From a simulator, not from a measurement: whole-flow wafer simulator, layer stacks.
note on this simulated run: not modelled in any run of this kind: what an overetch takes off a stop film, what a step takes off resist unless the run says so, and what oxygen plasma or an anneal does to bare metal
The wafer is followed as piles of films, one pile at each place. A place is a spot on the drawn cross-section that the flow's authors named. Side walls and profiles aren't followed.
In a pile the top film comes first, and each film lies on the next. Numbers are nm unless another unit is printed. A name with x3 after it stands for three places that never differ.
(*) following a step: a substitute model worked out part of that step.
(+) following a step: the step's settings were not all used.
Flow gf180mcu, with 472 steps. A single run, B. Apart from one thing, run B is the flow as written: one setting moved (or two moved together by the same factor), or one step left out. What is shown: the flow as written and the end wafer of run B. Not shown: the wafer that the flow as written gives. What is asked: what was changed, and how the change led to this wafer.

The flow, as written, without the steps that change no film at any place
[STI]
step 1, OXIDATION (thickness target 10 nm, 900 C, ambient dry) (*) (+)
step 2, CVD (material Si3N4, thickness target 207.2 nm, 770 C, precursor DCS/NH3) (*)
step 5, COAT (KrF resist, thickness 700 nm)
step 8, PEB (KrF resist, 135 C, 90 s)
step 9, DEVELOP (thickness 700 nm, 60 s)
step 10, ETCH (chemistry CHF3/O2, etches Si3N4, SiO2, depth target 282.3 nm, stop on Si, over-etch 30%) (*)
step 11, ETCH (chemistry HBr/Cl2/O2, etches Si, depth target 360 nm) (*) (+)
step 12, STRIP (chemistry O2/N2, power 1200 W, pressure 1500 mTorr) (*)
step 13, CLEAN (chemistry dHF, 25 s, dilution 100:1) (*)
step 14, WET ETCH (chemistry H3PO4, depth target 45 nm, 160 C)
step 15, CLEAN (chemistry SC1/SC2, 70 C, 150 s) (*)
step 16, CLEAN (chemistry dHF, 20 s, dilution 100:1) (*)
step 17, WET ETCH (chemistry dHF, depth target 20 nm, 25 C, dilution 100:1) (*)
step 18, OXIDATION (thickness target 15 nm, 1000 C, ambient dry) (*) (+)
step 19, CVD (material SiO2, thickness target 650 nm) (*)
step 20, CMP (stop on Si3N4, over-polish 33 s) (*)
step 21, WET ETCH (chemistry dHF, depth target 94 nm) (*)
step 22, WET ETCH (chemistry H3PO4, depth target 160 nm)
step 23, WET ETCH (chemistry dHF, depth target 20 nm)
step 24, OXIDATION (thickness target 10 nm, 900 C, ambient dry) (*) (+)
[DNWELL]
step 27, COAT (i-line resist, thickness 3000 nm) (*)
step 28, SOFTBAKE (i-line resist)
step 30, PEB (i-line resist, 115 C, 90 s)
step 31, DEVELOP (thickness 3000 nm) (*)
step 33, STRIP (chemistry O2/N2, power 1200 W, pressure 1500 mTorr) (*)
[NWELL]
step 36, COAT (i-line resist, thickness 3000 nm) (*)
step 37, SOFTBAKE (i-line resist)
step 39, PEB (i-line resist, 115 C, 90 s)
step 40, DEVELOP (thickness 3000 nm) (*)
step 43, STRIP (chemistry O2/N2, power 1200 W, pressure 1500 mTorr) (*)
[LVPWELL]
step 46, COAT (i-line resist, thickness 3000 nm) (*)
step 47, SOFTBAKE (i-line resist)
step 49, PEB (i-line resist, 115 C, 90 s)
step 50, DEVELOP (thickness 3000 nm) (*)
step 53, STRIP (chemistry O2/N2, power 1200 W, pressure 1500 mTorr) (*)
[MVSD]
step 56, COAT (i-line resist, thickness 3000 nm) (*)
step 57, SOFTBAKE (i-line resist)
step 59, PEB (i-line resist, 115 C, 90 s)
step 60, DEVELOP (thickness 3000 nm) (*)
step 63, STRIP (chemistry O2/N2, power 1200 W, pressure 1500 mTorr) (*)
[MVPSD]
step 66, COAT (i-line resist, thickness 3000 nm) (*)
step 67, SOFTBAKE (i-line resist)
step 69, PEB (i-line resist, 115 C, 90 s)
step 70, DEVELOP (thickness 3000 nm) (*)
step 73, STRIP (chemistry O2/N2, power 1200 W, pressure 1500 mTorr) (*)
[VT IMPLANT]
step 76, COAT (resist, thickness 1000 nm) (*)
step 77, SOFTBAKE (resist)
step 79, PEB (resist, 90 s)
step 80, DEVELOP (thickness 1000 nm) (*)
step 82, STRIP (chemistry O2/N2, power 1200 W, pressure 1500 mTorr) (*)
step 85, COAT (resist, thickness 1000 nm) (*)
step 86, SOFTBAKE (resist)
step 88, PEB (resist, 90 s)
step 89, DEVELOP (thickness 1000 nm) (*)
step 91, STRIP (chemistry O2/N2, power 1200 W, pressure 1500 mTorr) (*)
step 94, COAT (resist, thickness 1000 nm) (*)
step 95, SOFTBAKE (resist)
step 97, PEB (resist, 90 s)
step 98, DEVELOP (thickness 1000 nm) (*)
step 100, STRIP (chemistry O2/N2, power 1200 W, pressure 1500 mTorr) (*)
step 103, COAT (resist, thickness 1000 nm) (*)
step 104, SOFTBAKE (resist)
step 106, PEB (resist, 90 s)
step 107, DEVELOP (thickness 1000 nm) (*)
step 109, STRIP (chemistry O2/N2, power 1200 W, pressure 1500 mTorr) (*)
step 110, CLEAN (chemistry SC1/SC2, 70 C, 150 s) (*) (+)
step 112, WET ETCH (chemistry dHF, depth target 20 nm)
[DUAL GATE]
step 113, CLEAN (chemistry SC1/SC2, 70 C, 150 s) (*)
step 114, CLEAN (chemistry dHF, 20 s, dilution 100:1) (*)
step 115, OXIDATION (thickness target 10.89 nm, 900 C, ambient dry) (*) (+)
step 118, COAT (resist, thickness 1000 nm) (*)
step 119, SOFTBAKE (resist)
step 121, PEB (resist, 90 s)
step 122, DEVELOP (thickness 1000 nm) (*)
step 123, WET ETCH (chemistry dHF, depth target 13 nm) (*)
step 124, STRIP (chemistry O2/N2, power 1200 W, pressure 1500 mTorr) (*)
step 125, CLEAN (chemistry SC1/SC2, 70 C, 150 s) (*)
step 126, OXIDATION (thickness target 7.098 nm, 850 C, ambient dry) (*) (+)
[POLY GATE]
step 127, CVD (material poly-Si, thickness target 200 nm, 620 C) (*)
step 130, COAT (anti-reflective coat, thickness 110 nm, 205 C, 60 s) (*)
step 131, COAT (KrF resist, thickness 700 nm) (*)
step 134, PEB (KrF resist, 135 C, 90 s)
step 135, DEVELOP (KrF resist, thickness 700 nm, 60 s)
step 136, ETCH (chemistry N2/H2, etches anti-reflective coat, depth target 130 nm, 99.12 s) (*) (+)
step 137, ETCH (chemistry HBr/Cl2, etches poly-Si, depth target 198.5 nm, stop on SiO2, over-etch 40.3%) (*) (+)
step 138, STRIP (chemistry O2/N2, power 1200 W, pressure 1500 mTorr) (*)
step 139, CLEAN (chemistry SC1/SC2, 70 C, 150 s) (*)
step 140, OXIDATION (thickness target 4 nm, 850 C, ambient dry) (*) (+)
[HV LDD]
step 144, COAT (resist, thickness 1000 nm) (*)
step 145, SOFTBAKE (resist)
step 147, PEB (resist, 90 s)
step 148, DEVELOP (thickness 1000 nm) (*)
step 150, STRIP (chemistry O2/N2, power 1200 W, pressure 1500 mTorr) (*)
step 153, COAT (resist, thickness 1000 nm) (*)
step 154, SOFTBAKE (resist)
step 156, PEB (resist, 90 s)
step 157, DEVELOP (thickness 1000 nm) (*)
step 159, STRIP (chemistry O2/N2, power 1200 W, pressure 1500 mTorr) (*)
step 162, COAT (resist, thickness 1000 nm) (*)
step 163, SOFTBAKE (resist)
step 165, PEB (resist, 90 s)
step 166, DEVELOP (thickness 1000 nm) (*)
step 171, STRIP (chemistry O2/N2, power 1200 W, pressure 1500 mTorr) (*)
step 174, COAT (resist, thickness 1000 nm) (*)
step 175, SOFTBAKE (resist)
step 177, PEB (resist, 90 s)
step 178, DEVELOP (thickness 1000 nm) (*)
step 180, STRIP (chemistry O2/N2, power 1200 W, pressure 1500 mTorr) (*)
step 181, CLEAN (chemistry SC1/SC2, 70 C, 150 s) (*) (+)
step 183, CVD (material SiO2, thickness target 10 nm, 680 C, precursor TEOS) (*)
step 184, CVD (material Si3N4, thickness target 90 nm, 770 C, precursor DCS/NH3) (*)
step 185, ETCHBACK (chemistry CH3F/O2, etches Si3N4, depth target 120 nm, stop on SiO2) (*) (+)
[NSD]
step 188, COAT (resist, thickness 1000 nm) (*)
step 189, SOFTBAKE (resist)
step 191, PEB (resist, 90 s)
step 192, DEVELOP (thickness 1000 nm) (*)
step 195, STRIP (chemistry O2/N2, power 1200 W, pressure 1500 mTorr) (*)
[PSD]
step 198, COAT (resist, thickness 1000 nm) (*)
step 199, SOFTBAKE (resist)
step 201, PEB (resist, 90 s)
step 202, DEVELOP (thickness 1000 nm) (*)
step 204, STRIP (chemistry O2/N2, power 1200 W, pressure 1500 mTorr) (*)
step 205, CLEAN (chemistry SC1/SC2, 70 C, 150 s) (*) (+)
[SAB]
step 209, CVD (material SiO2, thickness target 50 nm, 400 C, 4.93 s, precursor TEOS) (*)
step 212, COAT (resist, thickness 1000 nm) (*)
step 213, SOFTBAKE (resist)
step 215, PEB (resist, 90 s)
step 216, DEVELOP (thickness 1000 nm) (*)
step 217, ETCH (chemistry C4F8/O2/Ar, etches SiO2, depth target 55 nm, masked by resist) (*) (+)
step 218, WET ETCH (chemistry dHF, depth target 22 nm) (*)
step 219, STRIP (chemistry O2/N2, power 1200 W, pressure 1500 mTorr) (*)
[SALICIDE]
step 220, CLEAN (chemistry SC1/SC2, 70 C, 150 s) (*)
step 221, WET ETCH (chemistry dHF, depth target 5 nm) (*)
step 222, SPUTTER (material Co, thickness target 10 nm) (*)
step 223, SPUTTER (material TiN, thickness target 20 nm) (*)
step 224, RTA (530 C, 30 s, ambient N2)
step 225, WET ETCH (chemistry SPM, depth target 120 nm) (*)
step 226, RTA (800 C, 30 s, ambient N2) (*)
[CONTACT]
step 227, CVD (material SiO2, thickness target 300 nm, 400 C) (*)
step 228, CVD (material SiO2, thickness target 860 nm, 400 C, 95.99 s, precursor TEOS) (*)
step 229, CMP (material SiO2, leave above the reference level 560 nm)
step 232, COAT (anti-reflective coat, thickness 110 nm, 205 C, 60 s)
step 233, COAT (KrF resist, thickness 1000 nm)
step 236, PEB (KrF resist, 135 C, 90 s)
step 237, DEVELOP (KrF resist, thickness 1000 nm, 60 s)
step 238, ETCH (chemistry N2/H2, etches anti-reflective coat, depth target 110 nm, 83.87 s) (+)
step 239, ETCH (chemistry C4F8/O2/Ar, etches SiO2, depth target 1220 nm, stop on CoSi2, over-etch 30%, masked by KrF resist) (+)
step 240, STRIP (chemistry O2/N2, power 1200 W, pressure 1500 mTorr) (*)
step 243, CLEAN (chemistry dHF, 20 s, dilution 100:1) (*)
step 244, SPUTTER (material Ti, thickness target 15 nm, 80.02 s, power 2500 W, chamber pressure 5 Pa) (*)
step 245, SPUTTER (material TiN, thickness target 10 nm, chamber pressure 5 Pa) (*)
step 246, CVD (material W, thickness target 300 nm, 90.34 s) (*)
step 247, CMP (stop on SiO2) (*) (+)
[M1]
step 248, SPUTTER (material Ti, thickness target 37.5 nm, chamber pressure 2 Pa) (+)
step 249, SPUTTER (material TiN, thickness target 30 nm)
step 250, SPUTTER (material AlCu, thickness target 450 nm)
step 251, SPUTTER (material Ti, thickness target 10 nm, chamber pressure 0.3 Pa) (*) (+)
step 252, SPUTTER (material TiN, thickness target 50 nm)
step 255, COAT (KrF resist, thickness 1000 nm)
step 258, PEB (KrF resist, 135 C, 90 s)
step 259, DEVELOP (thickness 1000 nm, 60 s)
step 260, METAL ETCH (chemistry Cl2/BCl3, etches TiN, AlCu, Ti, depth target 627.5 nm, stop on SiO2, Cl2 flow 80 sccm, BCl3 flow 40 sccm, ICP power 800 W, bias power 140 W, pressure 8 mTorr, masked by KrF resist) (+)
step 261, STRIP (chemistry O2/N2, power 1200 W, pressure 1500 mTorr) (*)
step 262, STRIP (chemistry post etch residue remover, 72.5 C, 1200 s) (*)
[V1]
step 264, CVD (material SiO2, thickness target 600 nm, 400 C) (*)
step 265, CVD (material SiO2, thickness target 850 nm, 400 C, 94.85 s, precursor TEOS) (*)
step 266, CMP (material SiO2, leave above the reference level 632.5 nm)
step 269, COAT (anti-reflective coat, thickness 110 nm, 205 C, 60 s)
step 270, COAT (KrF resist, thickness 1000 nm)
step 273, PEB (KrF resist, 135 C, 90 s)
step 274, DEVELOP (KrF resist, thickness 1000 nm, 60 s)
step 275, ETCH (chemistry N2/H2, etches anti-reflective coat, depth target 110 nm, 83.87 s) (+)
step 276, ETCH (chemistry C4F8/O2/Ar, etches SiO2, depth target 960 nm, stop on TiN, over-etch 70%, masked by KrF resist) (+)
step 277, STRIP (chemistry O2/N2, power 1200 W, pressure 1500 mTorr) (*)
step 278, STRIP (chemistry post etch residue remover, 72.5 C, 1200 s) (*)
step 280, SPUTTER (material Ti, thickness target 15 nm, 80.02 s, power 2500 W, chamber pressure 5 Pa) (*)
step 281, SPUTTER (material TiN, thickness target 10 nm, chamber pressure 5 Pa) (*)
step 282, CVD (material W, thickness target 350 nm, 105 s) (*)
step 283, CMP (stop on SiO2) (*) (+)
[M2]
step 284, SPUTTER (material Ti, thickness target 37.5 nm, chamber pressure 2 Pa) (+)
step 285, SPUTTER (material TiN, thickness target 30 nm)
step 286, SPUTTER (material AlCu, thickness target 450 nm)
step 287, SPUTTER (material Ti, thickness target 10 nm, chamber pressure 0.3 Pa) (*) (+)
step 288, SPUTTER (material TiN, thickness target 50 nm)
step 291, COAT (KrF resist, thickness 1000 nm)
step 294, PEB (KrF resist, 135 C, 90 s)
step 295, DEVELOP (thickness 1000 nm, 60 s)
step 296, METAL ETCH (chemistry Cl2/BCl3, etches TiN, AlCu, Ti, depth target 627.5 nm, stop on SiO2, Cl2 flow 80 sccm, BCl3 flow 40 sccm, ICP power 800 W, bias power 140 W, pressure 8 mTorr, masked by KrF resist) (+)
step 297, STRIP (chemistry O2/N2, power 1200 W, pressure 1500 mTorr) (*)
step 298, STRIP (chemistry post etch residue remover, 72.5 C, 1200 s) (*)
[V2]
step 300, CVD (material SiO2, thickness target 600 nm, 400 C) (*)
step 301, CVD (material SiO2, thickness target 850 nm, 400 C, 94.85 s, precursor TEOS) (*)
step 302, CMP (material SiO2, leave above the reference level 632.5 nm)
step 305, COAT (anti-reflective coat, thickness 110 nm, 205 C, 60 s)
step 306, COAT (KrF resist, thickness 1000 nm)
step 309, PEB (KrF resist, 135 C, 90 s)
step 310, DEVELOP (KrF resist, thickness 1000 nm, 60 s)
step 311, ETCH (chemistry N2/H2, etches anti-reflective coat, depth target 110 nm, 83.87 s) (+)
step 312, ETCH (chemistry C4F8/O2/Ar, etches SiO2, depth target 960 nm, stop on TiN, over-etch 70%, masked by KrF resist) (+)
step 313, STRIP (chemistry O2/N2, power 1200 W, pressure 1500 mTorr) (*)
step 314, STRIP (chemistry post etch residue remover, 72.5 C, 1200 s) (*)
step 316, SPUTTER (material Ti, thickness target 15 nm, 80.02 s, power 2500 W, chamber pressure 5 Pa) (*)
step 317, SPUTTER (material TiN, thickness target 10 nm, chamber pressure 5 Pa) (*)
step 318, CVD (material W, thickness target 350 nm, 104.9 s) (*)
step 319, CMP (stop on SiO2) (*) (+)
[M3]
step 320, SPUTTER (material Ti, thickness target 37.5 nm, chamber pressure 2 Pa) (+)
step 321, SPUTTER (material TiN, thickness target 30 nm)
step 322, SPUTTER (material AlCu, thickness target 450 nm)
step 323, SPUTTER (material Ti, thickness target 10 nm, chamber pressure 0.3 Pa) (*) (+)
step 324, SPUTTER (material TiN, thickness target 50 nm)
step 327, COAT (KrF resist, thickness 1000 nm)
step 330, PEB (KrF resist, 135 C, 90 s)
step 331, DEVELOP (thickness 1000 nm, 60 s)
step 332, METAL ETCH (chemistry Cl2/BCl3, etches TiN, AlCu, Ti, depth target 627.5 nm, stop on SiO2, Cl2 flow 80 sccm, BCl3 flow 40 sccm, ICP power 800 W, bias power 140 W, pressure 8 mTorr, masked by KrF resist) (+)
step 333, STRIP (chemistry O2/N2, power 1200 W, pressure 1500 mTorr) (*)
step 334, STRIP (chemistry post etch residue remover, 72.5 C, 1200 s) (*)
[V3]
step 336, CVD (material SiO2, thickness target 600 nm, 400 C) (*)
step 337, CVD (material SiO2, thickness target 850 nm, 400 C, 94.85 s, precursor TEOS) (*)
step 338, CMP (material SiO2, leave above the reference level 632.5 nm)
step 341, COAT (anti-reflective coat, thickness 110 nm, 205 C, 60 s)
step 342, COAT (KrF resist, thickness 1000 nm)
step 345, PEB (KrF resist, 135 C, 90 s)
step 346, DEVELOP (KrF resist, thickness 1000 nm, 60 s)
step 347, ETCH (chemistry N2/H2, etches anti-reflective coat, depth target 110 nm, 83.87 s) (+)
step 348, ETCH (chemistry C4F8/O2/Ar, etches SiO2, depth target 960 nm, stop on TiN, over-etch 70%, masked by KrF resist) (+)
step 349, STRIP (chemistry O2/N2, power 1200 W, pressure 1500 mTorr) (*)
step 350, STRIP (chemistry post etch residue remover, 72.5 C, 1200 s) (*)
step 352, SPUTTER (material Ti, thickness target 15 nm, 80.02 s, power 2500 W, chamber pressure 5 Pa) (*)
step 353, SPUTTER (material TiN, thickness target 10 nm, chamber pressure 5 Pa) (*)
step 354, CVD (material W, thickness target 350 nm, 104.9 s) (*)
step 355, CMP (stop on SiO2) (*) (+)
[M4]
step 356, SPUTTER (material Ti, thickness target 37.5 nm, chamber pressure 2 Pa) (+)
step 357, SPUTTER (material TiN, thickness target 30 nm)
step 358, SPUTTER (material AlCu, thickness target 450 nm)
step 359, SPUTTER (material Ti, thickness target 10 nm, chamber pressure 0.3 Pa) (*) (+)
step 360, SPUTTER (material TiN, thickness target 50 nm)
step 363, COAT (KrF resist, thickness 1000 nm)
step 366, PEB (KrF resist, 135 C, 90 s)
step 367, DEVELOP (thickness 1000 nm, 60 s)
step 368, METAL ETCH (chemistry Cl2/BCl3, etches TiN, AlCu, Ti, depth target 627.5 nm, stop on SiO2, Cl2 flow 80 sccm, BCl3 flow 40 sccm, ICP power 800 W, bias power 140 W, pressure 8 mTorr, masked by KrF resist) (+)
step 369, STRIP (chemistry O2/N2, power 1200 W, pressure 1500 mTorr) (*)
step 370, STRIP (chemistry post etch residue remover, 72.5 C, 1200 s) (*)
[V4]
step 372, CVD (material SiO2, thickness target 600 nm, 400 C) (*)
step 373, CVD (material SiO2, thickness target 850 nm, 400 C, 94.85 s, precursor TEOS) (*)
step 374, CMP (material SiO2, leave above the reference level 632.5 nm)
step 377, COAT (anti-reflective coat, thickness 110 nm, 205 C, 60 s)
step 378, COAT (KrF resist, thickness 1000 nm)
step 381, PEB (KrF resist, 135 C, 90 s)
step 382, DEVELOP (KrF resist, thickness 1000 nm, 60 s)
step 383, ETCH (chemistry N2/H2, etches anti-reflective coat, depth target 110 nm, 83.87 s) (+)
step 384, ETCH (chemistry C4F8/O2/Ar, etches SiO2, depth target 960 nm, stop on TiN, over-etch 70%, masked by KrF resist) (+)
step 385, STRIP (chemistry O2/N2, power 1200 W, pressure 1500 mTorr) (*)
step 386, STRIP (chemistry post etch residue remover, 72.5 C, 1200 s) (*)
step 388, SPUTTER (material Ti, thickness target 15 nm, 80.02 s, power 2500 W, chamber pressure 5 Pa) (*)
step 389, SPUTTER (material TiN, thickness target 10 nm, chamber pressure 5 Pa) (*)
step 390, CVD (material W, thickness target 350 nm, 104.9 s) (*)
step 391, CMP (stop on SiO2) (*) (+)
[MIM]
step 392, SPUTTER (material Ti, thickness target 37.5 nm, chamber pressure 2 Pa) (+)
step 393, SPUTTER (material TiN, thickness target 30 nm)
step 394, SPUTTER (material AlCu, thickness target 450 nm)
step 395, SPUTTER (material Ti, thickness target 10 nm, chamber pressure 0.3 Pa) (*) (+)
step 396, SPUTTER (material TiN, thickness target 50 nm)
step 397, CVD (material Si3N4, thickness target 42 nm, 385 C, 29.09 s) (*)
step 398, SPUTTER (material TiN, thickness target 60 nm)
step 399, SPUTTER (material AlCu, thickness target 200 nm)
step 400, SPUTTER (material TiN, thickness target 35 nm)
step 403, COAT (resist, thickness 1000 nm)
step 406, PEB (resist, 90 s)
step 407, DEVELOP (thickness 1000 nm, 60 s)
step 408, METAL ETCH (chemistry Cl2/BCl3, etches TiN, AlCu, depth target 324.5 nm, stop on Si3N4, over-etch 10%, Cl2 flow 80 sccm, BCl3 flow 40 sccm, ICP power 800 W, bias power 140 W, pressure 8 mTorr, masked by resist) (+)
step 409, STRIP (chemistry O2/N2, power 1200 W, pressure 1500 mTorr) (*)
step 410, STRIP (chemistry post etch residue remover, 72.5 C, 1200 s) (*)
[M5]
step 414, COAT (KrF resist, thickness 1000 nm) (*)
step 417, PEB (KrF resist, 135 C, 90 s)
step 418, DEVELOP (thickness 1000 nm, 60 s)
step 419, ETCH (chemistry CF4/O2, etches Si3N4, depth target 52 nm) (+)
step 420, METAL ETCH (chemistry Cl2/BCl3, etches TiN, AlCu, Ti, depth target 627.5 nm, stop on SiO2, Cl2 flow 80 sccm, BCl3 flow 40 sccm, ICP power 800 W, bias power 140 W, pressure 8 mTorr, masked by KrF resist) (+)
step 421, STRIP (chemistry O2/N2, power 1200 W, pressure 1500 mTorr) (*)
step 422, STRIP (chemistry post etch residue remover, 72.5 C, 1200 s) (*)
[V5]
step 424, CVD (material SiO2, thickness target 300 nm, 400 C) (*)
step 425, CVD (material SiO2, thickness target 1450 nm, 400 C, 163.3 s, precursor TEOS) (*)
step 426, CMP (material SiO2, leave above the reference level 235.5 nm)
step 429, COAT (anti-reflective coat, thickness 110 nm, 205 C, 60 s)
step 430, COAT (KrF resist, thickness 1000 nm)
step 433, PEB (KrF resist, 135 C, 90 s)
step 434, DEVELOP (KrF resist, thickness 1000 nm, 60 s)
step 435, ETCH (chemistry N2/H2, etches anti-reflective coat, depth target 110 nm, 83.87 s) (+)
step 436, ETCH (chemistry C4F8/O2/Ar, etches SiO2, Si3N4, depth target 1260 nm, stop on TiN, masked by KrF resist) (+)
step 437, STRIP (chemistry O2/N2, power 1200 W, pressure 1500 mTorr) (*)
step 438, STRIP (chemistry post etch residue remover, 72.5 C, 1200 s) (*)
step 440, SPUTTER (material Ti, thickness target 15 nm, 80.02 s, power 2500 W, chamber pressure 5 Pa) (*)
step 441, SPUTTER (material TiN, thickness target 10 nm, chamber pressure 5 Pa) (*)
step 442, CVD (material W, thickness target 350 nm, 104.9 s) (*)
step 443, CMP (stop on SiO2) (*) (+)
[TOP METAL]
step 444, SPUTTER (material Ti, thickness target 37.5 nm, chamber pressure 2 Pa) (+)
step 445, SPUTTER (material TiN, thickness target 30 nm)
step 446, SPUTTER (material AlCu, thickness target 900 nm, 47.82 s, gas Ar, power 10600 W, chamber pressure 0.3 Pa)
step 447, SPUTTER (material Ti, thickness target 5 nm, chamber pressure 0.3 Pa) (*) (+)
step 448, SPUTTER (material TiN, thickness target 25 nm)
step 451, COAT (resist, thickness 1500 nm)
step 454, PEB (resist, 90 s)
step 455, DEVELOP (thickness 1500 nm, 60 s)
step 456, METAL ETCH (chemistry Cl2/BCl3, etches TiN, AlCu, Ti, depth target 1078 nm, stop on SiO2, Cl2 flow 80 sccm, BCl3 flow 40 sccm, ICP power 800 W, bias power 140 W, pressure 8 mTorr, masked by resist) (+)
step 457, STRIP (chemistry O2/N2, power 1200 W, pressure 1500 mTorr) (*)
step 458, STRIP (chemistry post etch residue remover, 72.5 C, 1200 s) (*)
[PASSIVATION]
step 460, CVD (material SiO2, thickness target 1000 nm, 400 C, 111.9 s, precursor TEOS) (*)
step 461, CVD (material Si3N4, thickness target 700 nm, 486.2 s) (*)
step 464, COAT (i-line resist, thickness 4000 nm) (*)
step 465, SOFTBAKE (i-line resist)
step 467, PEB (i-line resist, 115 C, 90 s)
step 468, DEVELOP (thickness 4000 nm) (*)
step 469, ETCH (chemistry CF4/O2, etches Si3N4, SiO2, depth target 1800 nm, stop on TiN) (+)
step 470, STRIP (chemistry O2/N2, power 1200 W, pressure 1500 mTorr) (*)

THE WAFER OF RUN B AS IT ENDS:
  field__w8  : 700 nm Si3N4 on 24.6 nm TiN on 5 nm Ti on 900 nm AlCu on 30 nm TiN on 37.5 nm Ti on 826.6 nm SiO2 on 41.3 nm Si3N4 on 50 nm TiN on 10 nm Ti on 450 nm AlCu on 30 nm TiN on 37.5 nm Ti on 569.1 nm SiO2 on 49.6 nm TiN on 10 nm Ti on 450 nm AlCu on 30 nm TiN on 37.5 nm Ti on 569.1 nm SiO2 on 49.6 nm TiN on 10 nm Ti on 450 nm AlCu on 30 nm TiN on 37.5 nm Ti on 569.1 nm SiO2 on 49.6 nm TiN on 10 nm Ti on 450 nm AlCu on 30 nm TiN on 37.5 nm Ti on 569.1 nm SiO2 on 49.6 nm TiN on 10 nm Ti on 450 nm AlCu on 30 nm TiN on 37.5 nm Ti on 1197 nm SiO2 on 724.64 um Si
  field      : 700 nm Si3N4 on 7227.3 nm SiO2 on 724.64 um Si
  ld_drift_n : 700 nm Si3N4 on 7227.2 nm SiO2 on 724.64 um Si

The reason: step 460, CVD: material SiO2, thickness target 1000 nm, 400 C, 111.9 s, precursor TEOS (*), was omitted.

Step by step, how the change led to this:
  step 465, SOFTBAKE (i-line resist)
      field__w5, field__w9: i-line resist gains 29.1 (as written it would have been: i-line resist gains 37.3)
      field__w11, field__w13: i-line resist gains 30.2 (as written it would have been: i-line resist gains 37.9)
      (as well as at 57 more places)
  step 469, ETCH (chemistry CF4/O2, etches Si3N4, SiO2, depth target 1800 nm, stop on TiN) (+)
      pad: Si3N4 loses 700 (all of it) (as written it would have been: Si3N4 loses 700 (all of it), SiO2 loses 1000 (all of it))
      field, field__w1, field__w2 and 108 more: i-line resist loses 700 (as written it would have been: i-line resist loses 1200)
  step 470, STRIP (chemistry O2/N2, power 1200 W, pressure 1500 mTorr) (*)
      iso_ptap_pw, iso_ntap_nw, iso_nw_fld and 33 more: i-line resist loses 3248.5 (all of it) (as written it would have been: i-line resist loses 2748.5 (all of it))
      p_well, sti, spacer, sd_n, mim_1p0, dice_street: i-line resist loses 3253.5 (all of it) (as written it would have been: i-line resist loses 2754.7 (all of it))
      (as well as at 69 more places)
